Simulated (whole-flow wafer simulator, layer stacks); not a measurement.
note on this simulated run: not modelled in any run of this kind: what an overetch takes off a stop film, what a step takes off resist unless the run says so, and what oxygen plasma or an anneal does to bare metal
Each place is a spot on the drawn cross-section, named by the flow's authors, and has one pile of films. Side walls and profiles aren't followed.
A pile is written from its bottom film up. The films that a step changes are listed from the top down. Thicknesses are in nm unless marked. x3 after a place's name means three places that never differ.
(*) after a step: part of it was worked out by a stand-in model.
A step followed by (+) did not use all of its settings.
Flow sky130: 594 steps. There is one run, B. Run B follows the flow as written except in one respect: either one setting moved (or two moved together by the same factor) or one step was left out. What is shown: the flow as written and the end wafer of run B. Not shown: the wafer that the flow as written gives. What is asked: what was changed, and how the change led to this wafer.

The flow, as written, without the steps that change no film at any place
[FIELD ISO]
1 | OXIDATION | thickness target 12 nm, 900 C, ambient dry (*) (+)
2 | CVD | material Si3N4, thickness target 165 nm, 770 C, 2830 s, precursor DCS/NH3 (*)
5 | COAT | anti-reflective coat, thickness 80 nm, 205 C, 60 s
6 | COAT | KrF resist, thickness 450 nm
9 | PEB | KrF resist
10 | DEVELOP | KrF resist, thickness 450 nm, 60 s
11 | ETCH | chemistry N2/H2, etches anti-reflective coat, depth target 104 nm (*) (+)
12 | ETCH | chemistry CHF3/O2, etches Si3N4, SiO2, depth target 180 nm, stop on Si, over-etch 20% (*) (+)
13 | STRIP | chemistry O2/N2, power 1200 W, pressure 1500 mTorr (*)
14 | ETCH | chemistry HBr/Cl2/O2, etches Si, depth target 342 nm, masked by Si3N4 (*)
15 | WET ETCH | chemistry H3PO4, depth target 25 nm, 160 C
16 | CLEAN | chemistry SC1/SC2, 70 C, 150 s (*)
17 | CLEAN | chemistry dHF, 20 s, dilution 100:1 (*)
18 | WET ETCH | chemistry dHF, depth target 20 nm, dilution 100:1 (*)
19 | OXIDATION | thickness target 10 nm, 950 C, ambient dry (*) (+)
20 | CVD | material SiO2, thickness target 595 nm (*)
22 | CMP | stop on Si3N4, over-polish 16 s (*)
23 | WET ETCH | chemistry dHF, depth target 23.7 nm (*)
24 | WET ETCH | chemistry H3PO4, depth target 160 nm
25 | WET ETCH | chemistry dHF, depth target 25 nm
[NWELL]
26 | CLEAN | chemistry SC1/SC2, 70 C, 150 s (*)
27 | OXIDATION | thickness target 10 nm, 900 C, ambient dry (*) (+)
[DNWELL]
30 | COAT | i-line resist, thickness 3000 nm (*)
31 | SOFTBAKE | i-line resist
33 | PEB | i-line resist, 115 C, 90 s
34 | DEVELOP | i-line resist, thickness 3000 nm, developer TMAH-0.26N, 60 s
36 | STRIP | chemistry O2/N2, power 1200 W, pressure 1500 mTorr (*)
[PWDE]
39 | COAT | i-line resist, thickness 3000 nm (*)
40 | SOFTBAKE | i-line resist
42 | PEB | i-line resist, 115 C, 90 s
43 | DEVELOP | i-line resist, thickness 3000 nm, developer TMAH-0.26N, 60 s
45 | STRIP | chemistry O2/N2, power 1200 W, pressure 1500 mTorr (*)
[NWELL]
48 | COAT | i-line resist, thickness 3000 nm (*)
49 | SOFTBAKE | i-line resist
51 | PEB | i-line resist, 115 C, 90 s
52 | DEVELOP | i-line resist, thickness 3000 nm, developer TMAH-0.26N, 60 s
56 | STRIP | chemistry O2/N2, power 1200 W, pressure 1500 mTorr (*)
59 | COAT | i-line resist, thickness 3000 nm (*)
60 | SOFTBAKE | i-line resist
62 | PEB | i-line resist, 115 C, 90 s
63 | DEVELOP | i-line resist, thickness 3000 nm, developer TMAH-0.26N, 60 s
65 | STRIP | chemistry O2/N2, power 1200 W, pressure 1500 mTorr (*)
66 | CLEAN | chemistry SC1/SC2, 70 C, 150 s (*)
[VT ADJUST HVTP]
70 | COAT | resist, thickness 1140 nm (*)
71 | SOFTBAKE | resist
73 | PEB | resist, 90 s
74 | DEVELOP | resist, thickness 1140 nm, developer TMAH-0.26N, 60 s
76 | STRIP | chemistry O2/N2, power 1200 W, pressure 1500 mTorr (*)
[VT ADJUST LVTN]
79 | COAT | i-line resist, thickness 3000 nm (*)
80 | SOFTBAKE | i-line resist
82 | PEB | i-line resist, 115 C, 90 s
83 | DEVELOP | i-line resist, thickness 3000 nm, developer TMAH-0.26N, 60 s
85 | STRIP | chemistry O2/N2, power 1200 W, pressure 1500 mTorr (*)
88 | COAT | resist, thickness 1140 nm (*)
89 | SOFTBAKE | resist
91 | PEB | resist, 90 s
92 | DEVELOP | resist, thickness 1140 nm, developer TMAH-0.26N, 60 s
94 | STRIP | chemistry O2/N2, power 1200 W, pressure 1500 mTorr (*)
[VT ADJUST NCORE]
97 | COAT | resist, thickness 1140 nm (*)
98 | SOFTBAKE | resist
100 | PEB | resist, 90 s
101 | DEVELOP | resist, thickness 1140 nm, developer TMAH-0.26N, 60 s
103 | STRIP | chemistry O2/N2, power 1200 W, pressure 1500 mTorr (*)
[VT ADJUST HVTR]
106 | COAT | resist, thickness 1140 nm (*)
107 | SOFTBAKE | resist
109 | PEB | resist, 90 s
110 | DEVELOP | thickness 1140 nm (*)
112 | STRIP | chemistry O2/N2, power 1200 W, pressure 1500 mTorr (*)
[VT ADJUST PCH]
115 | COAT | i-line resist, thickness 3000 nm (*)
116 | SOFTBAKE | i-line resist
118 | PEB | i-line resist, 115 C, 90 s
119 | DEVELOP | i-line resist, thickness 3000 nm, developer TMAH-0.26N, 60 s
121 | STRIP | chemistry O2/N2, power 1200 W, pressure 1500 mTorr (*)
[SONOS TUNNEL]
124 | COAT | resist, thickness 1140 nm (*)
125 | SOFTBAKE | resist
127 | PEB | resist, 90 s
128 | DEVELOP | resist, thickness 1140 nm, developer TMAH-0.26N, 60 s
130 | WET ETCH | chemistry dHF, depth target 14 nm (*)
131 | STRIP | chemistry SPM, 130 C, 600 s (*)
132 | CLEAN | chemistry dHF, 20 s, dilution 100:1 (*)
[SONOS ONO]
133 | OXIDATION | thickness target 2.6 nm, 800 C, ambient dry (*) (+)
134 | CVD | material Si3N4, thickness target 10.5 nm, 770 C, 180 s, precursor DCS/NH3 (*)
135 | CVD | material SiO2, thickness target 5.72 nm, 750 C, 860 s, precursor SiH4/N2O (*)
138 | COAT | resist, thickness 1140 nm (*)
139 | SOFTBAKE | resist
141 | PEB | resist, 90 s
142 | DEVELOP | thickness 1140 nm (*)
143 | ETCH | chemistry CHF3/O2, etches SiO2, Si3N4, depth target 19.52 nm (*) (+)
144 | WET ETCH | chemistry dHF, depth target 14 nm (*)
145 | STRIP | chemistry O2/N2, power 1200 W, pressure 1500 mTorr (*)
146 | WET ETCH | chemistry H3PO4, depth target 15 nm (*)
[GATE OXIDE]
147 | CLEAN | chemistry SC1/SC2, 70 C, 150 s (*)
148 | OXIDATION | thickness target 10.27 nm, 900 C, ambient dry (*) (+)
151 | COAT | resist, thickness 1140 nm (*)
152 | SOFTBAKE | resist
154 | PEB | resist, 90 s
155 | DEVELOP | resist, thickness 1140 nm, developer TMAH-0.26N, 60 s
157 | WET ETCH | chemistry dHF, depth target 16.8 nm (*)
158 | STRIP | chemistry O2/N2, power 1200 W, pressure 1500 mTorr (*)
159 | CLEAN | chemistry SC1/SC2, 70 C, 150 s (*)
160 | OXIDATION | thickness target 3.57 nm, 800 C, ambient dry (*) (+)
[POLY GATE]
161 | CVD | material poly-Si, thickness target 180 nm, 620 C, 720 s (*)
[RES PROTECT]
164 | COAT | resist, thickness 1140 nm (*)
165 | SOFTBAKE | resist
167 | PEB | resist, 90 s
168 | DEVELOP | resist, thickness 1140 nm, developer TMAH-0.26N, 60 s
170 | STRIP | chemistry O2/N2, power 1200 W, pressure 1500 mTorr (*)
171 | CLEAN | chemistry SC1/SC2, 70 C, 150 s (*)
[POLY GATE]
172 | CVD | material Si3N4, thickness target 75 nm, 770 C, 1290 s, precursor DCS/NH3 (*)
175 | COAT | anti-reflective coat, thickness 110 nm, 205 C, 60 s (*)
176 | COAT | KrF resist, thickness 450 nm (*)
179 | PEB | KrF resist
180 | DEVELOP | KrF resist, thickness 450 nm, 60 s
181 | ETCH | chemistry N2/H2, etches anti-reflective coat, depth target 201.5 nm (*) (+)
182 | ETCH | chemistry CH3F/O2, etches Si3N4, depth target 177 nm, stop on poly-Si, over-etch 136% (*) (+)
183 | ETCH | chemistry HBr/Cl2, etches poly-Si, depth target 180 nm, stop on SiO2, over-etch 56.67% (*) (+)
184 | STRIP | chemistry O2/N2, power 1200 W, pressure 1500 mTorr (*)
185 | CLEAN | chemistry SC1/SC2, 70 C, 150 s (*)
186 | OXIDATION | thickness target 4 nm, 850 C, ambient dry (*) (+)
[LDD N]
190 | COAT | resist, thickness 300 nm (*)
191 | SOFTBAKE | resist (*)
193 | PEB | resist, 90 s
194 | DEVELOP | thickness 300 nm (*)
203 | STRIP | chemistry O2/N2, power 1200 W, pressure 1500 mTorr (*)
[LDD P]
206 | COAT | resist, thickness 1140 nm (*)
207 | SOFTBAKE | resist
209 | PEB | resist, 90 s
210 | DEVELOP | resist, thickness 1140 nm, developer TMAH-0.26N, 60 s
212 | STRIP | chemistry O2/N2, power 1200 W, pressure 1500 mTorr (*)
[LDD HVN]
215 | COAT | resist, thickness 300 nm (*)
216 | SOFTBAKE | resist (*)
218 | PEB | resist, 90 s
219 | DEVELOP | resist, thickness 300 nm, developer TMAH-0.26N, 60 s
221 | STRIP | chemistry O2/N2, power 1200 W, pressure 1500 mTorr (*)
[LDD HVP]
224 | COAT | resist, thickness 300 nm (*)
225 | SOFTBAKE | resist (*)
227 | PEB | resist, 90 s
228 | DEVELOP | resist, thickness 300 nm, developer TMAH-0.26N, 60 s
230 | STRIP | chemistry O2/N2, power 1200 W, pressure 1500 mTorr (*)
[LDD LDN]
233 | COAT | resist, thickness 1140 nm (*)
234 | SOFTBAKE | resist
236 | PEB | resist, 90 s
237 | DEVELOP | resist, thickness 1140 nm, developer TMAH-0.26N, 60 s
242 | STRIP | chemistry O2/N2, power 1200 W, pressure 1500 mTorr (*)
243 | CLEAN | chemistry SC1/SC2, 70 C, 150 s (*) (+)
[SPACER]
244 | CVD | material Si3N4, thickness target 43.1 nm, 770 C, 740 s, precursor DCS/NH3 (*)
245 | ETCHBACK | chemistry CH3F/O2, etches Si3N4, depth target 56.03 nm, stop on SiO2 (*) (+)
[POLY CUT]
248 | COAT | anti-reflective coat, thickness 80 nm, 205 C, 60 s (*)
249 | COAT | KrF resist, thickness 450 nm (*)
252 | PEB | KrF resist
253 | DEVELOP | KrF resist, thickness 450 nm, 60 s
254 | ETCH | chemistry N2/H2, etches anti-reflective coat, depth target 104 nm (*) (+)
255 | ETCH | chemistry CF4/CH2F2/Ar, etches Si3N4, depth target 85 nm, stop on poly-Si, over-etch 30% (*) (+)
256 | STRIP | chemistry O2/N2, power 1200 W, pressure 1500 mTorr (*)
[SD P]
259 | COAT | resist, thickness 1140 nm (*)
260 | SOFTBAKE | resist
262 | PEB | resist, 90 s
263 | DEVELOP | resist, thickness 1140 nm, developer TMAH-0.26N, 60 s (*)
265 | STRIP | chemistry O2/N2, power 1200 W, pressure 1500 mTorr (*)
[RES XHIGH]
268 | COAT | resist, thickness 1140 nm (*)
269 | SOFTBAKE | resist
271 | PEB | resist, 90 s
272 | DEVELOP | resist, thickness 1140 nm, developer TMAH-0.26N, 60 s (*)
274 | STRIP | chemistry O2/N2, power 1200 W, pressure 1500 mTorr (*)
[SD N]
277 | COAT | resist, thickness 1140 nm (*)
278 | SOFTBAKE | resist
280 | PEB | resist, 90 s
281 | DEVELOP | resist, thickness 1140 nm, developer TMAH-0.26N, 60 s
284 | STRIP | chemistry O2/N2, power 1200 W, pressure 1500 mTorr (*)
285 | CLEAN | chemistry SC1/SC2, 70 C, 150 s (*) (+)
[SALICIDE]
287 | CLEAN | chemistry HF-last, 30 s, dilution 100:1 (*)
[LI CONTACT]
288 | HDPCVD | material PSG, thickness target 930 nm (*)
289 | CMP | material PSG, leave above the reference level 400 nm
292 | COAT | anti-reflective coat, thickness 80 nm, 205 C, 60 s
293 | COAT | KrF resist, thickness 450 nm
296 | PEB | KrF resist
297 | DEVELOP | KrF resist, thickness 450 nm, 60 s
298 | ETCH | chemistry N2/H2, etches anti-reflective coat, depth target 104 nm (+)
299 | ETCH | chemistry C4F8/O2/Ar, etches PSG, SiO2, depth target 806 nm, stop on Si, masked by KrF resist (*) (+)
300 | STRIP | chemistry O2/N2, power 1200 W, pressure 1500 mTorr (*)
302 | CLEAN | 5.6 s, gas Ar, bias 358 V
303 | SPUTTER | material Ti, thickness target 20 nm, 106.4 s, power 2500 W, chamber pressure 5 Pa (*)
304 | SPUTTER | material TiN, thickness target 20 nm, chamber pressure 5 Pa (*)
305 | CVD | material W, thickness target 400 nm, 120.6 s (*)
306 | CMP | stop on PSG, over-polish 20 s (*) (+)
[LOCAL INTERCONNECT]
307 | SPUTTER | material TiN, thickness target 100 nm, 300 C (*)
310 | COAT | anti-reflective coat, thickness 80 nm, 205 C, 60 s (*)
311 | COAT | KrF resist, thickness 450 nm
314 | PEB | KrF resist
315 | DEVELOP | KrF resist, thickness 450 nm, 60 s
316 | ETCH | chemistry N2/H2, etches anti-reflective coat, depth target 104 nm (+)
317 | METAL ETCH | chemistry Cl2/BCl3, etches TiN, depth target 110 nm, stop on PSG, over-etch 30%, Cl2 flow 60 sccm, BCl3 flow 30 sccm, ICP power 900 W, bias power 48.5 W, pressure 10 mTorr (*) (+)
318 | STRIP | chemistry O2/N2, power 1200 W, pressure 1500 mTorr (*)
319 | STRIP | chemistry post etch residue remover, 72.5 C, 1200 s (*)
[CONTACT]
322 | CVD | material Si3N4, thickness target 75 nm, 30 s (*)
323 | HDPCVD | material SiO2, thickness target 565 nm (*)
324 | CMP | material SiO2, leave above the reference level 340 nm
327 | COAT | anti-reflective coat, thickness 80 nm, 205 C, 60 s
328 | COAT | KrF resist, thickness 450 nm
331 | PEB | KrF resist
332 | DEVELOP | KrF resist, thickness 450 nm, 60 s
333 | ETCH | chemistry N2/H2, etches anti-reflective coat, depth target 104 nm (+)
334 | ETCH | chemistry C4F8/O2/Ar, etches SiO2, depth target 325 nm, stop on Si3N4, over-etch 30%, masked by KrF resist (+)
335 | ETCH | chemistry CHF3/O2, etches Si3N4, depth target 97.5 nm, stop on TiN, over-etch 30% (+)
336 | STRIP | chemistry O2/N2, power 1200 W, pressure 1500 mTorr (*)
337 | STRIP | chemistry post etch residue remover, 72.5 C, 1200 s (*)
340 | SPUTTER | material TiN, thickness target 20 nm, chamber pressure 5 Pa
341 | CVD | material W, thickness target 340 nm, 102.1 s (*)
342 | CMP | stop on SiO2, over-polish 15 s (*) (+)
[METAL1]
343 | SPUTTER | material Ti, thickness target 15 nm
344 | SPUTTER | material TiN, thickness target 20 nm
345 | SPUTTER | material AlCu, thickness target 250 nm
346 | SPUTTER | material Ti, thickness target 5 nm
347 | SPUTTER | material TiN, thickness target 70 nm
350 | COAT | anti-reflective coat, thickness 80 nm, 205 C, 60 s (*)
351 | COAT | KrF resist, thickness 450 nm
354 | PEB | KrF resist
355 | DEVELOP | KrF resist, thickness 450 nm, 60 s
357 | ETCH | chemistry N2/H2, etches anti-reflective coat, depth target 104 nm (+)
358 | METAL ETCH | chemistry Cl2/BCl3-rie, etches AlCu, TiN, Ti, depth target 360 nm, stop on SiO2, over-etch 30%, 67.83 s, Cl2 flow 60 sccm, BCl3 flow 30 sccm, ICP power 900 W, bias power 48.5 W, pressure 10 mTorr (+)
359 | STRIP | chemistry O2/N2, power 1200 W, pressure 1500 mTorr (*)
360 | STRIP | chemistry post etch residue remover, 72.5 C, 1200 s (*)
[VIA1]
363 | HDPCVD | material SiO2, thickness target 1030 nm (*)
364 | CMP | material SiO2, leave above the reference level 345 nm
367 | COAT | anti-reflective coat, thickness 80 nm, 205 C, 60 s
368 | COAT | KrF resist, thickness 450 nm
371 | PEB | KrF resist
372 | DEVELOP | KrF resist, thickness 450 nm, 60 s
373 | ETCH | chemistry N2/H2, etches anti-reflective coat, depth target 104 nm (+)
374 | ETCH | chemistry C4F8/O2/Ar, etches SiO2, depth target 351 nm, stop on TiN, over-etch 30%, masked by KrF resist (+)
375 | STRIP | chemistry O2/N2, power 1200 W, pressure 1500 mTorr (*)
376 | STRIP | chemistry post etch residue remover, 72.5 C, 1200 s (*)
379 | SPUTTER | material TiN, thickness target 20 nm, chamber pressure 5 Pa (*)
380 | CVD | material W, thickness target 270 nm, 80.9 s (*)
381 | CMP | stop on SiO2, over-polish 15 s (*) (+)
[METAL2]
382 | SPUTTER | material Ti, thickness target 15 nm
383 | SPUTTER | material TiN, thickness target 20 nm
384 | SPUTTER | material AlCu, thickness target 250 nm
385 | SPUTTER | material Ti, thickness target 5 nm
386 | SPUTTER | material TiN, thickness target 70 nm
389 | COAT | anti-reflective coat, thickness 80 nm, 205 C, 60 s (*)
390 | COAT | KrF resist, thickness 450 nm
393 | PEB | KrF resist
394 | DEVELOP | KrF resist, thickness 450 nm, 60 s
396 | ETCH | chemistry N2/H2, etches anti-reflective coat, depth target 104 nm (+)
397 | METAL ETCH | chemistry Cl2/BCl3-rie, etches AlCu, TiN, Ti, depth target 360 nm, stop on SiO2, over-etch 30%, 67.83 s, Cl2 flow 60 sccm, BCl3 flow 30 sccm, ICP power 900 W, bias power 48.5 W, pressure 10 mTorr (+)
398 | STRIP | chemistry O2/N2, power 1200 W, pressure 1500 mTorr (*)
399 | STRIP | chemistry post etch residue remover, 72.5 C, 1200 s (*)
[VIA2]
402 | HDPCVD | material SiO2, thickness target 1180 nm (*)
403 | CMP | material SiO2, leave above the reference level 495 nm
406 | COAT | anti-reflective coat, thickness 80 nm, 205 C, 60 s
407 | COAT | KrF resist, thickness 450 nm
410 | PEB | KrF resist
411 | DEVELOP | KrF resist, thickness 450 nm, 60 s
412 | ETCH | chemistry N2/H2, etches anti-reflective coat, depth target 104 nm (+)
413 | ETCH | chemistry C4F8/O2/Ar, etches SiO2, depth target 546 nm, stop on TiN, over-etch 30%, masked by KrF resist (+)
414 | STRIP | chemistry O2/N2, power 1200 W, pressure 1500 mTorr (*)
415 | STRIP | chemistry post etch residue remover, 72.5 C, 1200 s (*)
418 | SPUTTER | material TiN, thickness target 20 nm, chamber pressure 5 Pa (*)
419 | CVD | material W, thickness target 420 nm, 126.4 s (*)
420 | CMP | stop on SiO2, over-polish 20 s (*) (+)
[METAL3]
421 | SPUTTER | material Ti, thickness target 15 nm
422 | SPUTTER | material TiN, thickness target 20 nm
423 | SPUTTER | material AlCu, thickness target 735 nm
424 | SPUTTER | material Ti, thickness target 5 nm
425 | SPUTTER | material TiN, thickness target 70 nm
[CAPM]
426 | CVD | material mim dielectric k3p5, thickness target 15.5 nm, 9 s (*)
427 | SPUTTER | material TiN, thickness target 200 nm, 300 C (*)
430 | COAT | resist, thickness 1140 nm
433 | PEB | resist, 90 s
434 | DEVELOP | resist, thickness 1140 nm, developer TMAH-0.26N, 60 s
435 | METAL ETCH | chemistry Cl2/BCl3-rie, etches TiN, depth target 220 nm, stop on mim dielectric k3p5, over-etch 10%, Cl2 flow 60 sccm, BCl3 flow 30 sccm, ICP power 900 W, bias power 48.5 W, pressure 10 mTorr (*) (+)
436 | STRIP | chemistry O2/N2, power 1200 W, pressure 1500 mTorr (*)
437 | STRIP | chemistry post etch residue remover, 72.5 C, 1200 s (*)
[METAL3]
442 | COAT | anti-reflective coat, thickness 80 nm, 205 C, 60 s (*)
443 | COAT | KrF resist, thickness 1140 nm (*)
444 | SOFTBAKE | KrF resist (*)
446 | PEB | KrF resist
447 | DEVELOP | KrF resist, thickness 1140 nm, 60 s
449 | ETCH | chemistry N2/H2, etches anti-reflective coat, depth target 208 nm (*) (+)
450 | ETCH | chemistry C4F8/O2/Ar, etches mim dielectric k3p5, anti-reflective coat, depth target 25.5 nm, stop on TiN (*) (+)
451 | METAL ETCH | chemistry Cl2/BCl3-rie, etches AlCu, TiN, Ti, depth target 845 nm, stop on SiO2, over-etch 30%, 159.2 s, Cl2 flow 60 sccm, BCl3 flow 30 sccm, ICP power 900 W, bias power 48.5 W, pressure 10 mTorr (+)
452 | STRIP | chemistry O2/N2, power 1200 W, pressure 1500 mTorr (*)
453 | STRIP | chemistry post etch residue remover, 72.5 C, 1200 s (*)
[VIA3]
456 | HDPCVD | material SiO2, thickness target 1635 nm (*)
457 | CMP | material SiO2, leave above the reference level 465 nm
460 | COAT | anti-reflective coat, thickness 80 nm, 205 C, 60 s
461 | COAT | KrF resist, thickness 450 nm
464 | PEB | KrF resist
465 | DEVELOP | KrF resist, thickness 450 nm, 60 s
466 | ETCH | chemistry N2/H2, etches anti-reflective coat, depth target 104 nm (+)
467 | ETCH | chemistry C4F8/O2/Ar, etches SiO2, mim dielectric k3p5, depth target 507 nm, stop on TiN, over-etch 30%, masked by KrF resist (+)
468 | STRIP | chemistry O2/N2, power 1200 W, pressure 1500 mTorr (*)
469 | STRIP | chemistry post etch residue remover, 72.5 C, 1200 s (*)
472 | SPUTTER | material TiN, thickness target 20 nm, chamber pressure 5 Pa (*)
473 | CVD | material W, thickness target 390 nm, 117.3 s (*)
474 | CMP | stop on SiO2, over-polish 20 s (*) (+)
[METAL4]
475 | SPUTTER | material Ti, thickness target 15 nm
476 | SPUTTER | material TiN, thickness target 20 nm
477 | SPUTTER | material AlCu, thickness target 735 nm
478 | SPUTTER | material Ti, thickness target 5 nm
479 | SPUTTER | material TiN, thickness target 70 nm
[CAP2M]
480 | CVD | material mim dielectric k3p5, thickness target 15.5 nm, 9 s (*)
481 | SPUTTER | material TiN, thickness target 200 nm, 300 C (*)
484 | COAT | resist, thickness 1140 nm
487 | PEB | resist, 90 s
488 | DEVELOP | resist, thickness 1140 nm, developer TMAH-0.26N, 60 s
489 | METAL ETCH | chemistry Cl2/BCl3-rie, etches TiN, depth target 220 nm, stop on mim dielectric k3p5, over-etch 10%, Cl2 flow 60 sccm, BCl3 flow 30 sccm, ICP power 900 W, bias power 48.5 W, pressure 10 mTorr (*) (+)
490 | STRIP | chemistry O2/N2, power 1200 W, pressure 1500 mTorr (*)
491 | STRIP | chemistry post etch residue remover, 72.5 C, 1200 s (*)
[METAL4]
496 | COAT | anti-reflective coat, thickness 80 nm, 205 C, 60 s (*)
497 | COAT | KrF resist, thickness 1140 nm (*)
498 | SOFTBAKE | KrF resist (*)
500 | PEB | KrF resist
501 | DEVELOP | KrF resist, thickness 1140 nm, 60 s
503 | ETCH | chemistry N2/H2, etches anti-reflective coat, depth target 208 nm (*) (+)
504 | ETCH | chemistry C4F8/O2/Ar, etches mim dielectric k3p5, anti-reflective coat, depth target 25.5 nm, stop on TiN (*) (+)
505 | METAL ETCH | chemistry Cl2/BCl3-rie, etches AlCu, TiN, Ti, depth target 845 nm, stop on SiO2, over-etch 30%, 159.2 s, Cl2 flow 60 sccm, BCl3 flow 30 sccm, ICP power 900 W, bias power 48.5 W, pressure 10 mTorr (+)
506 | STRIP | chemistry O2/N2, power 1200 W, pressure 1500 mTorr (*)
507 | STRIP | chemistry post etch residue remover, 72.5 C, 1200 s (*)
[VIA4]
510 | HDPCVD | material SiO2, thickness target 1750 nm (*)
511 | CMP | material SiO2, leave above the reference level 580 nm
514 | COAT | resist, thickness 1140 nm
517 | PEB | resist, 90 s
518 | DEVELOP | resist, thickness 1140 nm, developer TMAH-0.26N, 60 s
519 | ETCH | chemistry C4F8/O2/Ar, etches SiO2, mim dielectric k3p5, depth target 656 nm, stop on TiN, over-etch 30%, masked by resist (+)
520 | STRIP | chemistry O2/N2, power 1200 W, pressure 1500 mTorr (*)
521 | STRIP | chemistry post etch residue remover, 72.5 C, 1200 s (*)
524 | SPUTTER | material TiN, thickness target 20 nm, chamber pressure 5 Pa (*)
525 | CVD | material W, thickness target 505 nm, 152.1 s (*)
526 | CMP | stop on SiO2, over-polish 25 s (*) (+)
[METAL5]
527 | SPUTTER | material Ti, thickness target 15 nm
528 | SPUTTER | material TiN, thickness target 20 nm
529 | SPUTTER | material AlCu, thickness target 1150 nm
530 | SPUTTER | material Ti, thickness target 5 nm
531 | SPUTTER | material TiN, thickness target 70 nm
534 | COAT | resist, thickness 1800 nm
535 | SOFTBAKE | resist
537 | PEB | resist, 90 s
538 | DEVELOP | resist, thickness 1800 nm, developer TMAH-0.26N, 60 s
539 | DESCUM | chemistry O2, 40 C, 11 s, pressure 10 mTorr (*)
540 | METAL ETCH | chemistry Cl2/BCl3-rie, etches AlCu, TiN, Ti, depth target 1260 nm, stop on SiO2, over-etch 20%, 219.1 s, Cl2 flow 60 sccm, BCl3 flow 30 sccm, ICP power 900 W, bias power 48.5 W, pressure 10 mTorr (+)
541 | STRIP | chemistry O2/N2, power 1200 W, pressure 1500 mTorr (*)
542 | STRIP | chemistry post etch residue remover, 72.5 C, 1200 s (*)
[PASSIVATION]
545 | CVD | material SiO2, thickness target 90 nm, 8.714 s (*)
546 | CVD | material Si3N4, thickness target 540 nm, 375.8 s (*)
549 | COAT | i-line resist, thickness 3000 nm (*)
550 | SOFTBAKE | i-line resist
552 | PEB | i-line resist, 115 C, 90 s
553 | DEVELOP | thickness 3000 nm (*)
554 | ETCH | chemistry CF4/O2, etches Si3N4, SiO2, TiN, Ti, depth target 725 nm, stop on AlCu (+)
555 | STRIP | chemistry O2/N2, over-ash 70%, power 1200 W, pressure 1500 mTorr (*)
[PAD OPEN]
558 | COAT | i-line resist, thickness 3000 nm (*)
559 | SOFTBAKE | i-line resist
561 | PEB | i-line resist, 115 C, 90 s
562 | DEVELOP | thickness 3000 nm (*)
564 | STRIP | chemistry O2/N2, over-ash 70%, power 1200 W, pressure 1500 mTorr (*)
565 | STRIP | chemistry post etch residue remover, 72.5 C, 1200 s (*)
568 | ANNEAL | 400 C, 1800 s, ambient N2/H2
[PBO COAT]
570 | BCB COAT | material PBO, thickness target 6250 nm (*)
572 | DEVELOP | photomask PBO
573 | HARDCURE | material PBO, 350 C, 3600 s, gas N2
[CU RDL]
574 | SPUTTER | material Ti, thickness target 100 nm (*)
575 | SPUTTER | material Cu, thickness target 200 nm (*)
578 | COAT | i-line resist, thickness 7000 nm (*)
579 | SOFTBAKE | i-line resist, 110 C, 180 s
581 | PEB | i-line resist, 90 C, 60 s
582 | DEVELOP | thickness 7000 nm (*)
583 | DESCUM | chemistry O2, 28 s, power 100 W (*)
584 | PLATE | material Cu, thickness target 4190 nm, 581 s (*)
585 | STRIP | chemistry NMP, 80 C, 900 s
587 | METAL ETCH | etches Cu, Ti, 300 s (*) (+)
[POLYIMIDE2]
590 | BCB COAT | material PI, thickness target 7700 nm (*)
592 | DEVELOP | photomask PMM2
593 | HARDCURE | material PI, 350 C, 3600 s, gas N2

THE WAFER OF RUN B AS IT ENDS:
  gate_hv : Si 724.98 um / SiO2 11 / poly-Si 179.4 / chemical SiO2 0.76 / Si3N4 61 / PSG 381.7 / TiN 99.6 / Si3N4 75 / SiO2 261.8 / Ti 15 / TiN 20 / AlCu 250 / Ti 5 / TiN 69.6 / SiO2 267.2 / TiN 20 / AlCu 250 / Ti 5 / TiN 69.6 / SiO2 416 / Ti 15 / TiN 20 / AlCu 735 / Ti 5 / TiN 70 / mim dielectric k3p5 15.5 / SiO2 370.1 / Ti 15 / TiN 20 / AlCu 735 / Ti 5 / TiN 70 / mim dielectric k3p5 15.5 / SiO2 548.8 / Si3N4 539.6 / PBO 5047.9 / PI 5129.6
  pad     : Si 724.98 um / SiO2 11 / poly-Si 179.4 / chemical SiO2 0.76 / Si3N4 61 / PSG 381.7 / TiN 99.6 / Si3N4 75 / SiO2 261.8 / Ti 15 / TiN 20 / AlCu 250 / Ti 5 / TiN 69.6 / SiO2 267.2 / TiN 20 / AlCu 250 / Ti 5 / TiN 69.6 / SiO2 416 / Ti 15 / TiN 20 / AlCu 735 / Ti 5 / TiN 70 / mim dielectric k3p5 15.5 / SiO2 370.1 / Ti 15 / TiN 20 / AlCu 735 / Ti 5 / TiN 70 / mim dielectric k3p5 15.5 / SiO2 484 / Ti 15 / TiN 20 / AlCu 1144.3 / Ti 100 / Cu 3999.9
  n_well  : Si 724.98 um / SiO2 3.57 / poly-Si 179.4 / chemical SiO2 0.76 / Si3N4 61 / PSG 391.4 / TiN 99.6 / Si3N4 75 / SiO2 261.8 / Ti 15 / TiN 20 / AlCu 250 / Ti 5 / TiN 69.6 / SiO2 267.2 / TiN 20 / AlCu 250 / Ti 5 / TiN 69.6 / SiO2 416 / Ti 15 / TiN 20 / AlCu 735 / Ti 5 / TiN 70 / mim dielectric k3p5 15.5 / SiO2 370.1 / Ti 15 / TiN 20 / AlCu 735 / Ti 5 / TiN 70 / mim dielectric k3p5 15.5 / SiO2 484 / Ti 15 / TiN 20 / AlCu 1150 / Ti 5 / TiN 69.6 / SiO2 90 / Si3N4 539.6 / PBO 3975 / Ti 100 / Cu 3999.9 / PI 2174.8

Cause: step 382, SPUTTER: material Ti, thickness target 15 nm, was not run.

The path from the change to this, step by step:
  397 | METAL ETCH | chemistry Cl2/BCl3-rie, etches AlCu, TiN, Ti, depth target 360 nm, stop on SiO2, over-etch 30%, 67.83 s, Cl2 flow 60 sccm, BCl3 flow 30 sccm, ICP power 900 W, bias power 48.5 W, pressure 10 mTorr (+)
      field, active, gate and 82 more: TiN loses 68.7 (all of it), Ti loses 5 (all of it), AlCu loses 250 (all of it), TiN loses 20 (all of it), SiO2 loses 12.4 (it would be, as written: TiN loses 68.7 (all of it), Ti loses 5 (all of it), AlCu loses 250 (all of it), TiN loses 20 (all of it), Ti loses 15 (all of it), SiO2 loses 10.9)
  403 | CMP | material SiO2, leave above the reference level 495 nm
      field, active, gate and 82 more: SiO2 loses 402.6 (it would be, as written: SiO2 loses 389.1)
